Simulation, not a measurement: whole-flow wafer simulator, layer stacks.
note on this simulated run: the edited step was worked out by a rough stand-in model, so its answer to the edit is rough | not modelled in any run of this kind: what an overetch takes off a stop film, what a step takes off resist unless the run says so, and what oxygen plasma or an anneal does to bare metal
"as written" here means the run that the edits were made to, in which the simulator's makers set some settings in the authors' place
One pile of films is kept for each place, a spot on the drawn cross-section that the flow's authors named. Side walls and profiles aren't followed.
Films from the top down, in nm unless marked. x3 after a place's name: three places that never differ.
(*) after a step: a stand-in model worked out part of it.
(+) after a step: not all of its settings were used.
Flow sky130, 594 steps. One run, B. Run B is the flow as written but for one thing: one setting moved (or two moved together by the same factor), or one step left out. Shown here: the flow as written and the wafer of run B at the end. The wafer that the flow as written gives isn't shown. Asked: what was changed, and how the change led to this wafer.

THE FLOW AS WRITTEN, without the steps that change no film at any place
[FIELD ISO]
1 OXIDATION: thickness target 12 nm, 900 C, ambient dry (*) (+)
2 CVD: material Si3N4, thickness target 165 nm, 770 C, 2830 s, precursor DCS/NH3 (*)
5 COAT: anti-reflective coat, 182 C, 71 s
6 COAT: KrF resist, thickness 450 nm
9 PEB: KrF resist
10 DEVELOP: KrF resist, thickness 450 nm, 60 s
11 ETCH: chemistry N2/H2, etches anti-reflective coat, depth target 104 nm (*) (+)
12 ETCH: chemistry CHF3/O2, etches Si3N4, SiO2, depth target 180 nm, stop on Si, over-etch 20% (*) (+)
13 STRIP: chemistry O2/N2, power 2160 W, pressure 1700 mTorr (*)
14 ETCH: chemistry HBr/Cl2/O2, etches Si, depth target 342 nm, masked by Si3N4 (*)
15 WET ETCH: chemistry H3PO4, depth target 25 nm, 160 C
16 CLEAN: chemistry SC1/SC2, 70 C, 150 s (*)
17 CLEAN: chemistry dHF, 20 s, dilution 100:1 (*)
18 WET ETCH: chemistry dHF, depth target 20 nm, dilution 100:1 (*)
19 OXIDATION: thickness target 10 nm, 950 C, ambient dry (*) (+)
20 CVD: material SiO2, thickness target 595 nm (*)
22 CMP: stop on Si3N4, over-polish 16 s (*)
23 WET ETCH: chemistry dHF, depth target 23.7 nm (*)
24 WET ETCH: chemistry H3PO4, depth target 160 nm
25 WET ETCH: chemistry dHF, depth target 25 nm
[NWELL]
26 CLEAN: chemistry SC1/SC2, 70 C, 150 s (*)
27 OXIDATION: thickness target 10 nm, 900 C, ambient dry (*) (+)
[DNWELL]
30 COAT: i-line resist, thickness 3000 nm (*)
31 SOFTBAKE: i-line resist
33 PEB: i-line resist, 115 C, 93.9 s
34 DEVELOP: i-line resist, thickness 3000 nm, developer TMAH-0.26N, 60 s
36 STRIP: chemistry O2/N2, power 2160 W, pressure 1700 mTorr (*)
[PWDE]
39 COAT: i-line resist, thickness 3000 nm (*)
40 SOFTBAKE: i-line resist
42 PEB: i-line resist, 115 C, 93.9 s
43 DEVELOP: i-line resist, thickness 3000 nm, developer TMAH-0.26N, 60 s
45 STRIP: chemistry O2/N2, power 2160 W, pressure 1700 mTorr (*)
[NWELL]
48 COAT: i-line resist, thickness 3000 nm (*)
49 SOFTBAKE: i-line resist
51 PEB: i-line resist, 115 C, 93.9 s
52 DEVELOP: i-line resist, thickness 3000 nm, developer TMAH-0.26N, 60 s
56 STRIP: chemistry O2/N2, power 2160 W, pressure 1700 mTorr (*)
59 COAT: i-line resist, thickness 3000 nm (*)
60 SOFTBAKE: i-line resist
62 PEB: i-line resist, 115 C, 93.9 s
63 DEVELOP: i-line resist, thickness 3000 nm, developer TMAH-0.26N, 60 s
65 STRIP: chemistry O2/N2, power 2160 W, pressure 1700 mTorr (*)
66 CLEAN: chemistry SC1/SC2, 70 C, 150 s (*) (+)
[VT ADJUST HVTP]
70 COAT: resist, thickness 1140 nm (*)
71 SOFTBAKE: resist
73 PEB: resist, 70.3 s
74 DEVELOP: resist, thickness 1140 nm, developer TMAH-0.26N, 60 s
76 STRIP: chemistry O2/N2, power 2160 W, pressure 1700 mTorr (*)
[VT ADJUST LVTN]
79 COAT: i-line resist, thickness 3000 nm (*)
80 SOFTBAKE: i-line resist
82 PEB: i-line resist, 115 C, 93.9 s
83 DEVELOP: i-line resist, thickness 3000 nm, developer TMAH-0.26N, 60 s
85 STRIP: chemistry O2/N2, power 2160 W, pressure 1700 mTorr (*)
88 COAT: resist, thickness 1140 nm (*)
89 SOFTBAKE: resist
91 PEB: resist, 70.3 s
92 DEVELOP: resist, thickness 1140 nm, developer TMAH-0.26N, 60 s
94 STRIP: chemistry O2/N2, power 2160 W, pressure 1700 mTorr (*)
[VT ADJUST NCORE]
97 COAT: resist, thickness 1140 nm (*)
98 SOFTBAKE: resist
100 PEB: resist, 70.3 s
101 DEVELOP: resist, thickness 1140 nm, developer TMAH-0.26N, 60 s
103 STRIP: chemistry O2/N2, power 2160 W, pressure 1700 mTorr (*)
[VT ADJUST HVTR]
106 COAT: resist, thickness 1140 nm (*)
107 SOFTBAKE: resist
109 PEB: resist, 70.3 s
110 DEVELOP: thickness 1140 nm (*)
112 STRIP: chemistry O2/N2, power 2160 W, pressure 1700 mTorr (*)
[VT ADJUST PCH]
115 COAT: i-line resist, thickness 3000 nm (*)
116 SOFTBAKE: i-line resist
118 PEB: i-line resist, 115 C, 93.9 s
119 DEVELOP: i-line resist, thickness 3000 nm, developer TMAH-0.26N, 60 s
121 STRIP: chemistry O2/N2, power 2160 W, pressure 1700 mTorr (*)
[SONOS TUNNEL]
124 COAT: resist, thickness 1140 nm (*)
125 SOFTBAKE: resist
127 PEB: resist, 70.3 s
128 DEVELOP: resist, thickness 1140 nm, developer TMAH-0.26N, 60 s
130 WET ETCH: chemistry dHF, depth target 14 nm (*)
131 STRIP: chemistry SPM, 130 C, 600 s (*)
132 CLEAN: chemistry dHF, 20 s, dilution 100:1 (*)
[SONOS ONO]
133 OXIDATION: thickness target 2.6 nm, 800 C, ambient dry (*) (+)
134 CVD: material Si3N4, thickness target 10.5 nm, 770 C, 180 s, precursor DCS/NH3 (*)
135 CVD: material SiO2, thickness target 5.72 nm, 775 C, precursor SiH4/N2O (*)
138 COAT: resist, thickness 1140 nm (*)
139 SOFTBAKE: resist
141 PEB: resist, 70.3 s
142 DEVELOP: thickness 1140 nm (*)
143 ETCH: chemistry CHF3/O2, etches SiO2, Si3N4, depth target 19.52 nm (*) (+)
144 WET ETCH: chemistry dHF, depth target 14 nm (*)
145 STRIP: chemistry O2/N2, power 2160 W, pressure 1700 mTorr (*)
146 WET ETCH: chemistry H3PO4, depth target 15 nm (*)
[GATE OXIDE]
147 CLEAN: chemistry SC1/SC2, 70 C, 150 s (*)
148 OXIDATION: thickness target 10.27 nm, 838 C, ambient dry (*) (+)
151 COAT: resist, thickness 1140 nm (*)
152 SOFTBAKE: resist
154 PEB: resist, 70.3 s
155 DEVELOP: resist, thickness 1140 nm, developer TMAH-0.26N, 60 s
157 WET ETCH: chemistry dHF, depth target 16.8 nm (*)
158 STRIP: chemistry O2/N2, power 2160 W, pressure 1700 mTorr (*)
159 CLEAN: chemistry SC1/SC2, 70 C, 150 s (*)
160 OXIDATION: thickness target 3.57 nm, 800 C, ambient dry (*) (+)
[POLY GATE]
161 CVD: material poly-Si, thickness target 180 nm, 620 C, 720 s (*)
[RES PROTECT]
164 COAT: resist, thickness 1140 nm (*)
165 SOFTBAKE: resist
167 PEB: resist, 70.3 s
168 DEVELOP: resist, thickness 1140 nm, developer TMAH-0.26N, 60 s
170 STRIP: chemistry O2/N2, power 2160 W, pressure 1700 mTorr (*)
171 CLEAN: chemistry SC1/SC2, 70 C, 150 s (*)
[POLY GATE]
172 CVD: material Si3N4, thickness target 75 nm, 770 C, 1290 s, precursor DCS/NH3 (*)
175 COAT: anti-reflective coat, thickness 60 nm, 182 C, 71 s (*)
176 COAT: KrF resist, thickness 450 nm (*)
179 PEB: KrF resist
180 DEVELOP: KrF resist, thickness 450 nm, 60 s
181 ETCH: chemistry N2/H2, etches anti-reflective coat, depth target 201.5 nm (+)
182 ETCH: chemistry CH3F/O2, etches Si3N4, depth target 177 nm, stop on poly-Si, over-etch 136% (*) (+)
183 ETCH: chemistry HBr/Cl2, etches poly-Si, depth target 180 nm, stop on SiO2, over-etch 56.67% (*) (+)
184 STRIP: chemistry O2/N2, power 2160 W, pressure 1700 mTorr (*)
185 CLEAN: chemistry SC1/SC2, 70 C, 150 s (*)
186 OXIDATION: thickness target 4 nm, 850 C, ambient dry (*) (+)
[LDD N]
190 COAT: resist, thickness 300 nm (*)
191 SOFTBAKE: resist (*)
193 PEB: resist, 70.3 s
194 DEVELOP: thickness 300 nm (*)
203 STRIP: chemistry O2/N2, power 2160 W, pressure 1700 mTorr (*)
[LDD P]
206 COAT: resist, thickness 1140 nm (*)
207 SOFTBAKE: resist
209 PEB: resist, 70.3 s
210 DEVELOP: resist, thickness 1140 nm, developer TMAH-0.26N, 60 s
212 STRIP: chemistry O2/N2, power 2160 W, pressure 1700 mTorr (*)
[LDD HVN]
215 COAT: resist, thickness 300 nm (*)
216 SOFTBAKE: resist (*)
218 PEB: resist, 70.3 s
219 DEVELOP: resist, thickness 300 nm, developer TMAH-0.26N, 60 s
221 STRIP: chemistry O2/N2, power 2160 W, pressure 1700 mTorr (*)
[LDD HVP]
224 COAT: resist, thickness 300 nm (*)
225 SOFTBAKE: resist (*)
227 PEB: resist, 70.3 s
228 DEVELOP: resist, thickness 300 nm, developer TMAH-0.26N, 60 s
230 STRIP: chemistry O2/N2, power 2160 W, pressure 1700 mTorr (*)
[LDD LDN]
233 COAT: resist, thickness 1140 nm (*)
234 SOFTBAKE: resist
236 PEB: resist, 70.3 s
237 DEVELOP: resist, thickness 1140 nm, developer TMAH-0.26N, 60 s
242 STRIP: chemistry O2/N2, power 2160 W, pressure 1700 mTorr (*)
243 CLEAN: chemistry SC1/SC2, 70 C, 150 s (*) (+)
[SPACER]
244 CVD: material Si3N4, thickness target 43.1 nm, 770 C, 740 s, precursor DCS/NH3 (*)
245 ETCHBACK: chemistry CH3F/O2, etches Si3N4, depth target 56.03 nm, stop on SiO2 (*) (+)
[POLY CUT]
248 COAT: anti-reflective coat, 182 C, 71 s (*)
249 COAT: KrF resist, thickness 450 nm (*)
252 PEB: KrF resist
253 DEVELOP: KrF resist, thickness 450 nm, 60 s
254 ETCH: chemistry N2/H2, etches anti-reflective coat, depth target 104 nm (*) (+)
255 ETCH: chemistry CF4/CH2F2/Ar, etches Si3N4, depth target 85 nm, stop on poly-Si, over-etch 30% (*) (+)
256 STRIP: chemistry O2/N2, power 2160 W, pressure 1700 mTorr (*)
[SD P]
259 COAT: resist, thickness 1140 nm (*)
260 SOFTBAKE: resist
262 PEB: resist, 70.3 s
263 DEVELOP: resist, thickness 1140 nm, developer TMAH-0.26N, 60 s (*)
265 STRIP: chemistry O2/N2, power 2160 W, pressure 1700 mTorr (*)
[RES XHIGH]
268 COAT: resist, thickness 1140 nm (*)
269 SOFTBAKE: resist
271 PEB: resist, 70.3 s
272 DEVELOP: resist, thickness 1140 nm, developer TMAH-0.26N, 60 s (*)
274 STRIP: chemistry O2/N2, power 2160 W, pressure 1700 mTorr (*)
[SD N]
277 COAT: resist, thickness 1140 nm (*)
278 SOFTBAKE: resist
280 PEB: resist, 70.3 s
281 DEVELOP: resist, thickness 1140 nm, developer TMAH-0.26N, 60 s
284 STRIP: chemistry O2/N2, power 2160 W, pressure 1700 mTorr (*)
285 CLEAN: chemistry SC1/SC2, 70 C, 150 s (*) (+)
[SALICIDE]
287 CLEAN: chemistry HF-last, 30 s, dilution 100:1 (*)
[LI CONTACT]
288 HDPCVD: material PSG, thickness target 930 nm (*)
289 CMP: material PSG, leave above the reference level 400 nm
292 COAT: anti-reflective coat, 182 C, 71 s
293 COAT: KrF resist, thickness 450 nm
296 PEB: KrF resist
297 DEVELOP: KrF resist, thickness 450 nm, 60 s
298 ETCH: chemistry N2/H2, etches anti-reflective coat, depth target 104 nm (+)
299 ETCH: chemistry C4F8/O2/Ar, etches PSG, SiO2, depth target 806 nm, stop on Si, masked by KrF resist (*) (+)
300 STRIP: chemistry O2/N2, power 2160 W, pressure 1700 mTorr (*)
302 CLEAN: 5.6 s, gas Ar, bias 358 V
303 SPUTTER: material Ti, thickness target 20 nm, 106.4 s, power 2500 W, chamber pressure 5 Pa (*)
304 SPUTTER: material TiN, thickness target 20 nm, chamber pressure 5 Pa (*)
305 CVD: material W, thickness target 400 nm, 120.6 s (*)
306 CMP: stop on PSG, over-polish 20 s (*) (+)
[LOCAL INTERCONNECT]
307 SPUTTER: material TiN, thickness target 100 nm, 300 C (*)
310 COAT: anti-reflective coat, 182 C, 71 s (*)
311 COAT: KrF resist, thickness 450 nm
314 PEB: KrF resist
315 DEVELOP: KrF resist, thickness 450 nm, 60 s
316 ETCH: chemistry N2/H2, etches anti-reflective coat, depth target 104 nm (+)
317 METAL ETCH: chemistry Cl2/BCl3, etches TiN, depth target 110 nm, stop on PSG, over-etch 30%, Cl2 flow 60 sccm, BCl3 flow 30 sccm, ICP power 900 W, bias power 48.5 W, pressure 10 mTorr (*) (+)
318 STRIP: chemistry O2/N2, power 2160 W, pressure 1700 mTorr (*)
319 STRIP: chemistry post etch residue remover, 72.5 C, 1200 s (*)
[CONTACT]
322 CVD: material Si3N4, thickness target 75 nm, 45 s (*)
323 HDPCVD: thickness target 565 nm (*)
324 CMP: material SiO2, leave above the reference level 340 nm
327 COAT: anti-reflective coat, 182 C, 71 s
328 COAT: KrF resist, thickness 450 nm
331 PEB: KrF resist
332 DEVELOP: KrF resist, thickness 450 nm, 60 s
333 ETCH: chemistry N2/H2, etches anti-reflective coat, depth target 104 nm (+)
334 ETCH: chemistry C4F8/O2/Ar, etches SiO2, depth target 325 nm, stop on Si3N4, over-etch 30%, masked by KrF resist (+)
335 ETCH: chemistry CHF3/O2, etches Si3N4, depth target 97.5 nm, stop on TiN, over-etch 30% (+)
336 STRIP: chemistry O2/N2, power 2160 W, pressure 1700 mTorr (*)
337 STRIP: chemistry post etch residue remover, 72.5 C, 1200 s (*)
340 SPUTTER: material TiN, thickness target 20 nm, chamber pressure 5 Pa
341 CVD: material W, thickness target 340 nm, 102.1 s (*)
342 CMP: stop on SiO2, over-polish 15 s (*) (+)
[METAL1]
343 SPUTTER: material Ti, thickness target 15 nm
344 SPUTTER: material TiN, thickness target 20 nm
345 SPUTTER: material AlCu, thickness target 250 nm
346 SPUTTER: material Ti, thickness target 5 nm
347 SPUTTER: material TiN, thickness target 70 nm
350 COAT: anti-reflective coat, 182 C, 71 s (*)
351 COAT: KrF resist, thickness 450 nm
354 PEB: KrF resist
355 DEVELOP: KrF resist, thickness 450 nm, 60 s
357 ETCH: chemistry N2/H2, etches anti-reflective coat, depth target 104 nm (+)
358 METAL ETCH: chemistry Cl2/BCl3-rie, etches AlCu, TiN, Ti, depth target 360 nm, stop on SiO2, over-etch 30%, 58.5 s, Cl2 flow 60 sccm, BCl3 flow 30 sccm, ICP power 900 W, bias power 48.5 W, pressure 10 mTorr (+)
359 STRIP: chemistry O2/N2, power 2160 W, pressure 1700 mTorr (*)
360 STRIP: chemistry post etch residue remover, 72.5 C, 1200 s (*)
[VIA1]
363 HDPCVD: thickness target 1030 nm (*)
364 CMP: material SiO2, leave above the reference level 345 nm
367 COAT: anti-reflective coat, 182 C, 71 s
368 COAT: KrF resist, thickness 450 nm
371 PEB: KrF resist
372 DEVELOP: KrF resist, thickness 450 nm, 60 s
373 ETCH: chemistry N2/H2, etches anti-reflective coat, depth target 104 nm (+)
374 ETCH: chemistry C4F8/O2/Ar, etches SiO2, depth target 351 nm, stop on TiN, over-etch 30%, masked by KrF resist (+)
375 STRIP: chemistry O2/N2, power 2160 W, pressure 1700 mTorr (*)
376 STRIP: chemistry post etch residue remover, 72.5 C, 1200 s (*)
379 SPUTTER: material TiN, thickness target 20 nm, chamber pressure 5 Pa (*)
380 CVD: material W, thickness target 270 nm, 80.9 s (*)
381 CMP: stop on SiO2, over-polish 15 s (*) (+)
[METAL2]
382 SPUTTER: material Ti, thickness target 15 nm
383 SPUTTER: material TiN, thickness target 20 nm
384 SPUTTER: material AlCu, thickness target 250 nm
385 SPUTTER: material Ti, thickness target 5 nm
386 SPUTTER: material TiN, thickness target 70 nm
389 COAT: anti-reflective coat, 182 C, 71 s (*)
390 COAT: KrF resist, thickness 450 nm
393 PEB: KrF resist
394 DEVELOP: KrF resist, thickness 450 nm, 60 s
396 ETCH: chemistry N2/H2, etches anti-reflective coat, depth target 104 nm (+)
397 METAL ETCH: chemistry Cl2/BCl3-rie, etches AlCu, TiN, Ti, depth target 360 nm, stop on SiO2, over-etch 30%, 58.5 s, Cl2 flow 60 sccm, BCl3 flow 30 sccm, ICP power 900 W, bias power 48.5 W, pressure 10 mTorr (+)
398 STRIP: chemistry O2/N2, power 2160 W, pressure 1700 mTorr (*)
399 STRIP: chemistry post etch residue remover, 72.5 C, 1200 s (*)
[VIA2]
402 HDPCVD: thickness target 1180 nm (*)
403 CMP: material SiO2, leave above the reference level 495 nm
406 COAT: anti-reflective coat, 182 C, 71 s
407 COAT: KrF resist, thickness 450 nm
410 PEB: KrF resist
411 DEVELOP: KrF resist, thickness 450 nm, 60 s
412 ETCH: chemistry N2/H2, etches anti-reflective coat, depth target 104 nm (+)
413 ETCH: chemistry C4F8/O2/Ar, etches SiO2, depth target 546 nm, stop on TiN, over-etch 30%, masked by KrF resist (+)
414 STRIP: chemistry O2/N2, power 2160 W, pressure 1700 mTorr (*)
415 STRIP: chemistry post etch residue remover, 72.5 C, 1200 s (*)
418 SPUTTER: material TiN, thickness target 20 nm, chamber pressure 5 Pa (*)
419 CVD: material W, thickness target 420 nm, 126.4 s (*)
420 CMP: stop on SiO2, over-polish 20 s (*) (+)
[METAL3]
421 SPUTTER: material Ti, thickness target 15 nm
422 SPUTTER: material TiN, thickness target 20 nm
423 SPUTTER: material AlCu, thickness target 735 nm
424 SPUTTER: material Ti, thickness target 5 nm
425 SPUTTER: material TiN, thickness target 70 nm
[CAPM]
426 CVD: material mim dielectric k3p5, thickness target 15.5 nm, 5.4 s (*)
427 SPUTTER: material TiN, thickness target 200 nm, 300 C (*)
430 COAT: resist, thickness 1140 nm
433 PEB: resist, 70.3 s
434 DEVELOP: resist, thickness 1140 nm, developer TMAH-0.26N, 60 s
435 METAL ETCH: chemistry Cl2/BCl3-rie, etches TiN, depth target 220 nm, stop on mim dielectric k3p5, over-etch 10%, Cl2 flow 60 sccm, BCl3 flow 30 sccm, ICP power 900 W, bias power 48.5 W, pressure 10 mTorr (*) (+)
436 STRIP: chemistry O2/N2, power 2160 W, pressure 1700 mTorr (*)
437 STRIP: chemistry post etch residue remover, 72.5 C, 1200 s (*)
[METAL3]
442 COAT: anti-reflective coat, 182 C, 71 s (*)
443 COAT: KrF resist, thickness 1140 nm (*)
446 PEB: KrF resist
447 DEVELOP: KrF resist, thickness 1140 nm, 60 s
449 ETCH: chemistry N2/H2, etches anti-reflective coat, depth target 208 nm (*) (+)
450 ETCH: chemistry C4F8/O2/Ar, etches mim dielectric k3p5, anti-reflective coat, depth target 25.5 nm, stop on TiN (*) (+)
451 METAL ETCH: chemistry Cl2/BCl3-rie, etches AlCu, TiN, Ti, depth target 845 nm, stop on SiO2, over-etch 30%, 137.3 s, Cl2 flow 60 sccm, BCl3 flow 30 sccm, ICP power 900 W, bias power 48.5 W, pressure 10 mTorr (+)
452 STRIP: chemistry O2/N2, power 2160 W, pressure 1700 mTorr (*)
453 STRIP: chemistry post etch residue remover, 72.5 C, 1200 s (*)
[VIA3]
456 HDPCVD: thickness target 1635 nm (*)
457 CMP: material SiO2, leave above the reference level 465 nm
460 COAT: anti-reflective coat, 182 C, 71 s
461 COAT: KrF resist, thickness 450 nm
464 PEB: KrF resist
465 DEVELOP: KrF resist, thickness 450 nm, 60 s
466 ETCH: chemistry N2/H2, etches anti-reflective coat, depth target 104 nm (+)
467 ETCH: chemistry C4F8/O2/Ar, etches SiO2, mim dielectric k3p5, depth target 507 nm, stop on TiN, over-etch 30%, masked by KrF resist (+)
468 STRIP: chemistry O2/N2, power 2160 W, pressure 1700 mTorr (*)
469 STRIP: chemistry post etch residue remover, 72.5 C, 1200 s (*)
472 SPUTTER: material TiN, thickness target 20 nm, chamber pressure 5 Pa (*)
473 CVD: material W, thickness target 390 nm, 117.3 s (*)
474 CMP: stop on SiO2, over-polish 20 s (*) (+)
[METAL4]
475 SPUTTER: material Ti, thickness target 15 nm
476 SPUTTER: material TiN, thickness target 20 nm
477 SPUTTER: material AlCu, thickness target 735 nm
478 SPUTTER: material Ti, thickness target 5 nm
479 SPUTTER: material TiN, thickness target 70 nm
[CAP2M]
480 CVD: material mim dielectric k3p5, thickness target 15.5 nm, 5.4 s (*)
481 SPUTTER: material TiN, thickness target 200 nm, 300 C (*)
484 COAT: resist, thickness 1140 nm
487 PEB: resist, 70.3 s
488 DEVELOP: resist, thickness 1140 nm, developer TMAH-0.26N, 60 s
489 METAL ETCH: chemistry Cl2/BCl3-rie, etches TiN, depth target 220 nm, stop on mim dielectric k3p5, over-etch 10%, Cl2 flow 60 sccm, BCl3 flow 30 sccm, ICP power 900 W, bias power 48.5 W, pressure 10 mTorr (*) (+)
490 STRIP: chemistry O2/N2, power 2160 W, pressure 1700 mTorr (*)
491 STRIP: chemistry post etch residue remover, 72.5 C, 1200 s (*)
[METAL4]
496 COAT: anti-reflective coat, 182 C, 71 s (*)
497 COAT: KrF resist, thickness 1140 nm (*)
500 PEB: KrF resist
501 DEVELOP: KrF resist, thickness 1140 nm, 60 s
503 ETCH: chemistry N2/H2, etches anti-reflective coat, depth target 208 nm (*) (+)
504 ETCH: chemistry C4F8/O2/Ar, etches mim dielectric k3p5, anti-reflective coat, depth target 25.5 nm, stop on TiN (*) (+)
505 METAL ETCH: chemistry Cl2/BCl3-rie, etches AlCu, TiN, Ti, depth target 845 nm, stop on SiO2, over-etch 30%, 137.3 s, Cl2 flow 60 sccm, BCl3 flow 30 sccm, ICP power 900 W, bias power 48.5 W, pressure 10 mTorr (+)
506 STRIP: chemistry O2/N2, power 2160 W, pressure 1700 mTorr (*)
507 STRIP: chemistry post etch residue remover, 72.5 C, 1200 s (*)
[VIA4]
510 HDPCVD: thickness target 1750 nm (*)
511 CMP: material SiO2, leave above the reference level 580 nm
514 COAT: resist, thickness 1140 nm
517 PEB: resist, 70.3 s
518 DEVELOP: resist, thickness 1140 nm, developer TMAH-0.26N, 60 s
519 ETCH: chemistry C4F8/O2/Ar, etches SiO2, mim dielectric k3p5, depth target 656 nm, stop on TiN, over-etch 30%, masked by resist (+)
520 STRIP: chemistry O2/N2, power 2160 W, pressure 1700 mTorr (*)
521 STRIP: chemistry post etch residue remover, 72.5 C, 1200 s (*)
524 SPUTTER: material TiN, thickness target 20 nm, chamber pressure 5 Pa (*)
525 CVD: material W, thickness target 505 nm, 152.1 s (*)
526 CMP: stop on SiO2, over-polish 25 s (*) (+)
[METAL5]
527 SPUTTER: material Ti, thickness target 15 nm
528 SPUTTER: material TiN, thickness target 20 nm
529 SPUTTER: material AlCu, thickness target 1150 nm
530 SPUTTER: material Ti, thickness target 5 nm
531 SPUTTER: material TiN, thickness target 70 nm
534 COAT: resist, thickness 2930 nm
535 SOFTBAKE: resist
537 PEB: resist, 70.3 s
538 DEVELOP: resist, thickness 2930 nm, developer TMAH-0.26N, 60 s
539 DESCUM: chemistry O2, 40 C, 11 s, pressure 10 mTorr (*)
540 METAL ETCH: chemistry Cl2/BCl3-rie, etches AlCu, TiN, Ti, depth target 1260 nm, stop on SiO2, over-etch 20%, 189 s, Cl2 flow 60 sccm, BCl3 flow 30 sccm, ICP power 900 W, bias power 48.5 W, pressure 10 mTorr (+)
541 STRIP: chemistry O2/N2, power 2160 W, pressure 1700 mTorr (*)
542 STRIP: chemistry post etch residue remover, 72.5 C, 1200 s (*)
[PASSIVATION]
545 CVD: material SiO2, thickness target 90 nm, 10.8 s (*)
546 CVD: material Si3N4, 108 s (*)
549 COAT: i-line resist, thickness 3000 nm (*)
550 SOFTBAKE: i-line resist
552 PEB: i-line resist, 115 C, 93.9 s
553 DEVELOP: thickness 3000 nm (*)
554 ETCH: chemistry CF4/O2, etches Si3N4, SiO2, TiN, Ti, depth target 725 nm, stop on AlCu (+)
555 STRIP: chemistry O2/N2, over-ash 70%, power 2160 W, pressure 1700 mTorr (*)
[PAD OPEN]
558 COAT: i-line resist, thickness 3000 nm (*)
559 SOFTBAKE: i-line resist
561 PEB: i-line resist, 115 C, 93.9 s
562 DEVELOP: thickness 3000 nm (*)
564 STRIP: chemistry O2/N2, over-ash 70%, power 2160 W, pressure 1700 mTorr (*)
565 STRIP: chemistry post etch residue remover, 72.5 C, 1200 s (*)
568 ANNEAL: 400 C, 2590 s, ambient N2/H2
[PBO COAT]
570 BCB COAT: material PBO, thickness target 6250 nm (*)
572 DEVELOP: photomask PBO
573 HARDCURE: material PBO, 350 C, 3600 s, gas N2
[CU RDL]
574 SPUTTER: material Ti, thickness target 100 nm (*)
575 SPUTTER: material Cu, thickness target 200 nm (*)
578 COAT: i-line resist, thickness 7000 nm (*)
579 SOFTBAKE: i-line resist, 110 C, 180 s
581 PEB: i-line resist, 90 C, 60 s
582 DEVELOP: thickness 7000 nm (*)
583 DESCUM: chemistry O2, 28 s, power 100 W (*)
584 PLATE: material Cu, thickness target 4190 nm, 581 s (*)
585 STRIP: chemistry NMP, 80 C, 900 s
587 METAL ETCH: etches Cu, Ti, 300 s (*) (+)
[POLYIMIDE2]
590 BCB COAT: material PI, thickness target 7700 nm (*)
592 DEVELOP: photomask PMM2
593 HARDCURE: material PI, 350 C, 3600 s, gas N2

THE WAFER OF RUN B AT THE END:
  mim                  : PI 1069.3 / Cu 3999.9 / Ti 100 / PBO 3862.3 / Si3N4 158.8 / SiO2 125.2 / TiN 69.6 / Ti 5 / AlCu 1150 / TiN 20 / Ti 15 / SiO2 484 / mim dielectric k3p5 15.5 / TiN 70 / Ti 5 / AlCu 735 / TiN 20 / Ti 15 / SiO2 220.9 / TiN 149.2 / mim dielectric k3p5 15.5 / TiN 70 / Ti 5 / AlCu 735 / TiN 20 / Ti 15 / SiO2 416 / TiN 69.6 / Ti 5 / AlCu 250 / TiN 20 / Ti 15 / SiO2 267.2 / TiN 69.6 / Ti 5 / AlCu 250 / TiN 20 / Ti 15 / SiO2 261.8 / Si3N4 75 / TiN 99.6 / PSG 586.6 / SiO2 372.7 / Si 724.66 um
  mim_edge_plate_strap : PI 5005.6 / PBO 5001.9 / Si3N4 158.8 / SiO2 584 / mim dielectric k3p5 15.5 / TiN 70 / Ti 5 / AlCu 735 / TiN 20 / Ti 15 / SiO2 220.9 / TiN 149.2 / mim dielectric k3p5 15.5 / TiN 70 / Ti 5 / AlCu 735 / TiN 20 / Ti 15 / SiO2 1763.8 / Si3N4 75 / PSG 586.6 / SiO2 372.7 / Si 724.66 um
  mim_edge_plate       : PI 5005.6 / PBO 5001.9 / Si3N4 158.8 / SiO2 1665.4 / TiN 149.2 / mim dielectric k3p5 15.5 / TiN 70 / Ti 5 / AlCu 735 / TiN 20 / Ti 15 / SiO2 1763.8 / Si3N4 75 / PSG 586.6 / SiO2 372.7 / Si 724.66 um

The cause: step 427, SPUTTER: thickness target 150 nm was run, where the flow has thickness target 200 nm.

How the change led to this, step by step:
  427 SPUTTER: material TiN, thickness target 200 nm, 300 C (*)
      field, active, n_well and 188 more: TiN +150 (new film) (as written it would be: TiN +200 (new film))
  435 METAL ETCH: chemistry Cl2/BCl3-rie, etches TiN, depth target 220 nm, stop on mim dielectric k3p5, over-etch 10%, Cl2 flow 60 sccm, BCl3 flow 30 sccm, ICP power 900 W, bias power 48.5 W, pressure 10 mTorr (*) (+)
      field, active, n_well and 185 more: TiN -150 (all of it) (as written it would be: TiN -200 (all of it))
      mim, mim_edge_plate_strap, mim_edge_plate: resist -110 (as written it would be: resist -146.7)
  436 STRIP: chemistry O2/N2, power 2160 W, pressure 1700 mTorr (*)
      mim, mim_edge_plate_strap, mim_edge_plate: resist -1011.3 (all of it) (as written it would be: resist -974.6 (all of it))
  442 COAT: anti-reflective coat, 182 C, 71 s (*)
      rpm_encl, rpm_encl_psd, rpm_encl_urpm: anti-reflective coat +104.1 (new film) (as written it would be: anti-reflective coat +101.2 (new film))
      poly_licon, rpo_hd_licon: anti-reflective coat +71.3 (new film) (as written it would be: anti-reflective coat +57.6 (new film))
      (and at 6 more places)
  443 COAT: KrF resist, thickness 1140 nm (*)
      mim_edge_plate_strap, mim_edge_plate: KrF resist +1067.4 (new film) (as written it would be: KrF resist +1017.4 (new film))
      mim: KrF resist +1070 (new film) (as written it would be: KrF resist +1025.5 (new film))
  449 ETCH: chemistry N2/H2, etches anti-reflective coat, depth target 208 nm (*) (+)
      rpm_encl, rpm_encl_psd, rpm_encl_urpm: anti-reflective coat -104.1 (all of it) (as written it would be: anti-reflective coat -101.2 (all of it))
      poly_licon, rpo_hd_licon: anti-reflective coat -71.3 (all of it) (as written it would be: anti-reflective coat -57.6 (all of it))
      (and at 3 more places)
  452 STRIP: chemistry O2/N2, power 2160 W, pressure 1700 mTorr (*)
      mim_edge_plate_strap, mim_edge_plate: KrF resist -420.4 (all of it), anti-reflective coat -3 (all of it) (as written it would be: KrF resist -370.5 (all of it), anti-reflective coat -3 (all of it))
      mim: KrF resist -423 (all of it), anti-reflective coat -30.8 (all of it) (as written it would be: KrF resist -378.7 (all of it), anti-reflective coat -40.4 (all of it))
      (and at 2 more places)
  457 CMP: material SiO2, leave above the reference level 465 nm
      mim, mim_edge_plate_strap, mim_edge_plate: SiO2 -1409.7 (as written it would be: SiO2 -1459.7)
